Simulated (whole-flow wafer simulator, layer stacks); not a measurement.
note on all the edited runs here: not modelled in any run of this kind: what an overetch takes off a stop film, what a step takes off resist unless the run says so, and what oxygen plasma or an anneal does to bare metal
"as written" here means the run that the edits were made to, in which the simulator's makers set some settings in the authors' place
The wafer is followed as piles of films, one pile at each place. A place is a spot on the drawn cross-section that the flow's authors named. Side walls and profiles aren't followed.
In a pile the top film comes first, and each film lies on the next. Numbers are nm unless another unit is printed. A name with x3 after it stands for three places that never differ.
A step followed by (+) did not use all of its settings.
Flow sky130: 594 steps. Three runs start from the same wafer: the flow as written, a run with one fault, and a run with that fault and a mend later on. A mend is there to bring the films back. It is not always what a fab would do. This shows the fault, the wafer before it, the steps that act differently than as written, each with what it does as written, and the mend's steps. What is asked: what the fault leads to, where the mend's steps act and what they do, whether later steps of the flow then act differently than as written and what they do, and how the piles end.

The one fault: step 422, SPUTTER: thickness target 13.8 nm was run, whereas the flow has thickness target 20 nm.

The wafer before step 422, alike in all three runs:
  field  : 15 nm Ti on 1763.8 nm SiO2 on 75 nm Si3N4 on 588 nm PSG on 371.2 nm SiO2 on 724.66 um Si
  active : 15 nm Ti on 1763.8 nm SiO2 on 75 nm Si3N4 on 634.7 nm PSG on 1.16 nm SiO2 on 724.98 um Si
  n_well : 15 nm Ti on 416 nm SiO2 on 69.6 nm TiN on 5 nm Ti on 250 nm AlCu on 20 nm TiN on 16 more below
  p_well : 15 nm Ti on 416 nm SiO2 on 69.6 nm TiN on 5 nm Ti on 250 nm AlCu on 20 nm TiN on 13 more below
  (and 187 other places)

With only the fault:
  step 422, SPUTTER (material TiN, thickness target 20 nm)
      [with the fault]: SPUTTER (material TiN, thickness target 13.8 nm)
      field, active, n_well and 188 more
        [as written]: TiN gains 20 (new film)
        [with the fault]: TiN gains 13.8 (new film)
  Later steps of the flow acting differently than as written (not shown: 14 more steps that differ only slightly, by at most 2% or 0.5 nm, whichever is larger):
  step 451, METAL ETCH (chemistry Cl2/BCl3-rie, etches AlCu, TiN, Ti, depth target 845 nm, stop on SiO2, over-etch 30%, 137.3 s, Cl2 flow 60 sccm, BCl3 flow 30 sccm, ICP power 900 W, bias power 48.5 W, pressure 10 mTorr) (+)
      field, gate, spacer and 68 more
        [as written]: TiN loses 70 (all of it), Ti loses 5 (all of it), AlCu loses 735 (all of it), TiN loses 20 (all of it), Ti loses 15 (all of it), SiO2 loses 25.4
        [with the fault]: TiN loses 70 (all of it), Ti loses 5 (all of it), AlCu loses 735 (all of it), TiN loses 13.8 (all of it), Ti loses 15 (all of it), SiO2 loses 26
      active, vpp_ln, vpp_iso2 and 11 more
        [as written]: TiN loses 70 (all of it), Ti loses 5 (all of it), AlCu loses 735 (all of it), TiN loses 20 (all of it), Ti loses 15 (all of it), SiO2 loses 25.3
        [with the fault]: TiN loses 70 (all of it), Ti loses 5 (all of it), AlCu loses 735 (all of it), TiN loses 13.8 (all of it), Ti loses 15 (all of it), SiO2 loses 26
  The piles end different from the flow's at n_well, p_well, gate_hv and 104 more by more than 2% or 0.5 nm, whichever is larger.
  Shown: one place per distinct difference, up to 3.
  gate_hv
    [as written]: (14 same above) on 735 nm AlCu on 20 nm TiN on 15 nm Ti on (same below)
    [with the fault]: (14 same above) on 735 nm AlCu on 13.8 nm TiN on 15 nm Ti on (same below)
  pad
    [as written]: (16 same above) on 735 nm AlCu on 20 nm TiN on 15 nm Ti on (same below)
    [with the fault]: (16 same above) on 735 nm AlCu on 13.8 nm TiN on 15 nm Ti on (same below)
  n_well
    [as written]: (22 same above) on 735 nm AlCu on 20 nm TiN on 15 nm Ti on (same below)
    [with the fault]: (22 same above) on 735 nm AlCu on 13.8 nm TiN on 15 nm Ti on (same below)

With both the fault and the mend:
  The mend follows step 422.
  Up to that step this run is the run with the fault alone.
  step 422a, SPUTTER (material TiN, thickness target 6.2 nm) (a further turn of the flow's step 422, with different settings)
      field, active, n_well and 188 more
        TiN gains 6.2
  None of the later steps of the flow acts differently than as written at any place that is followed.
  The piles end the same as the flow's at every place that both follow.
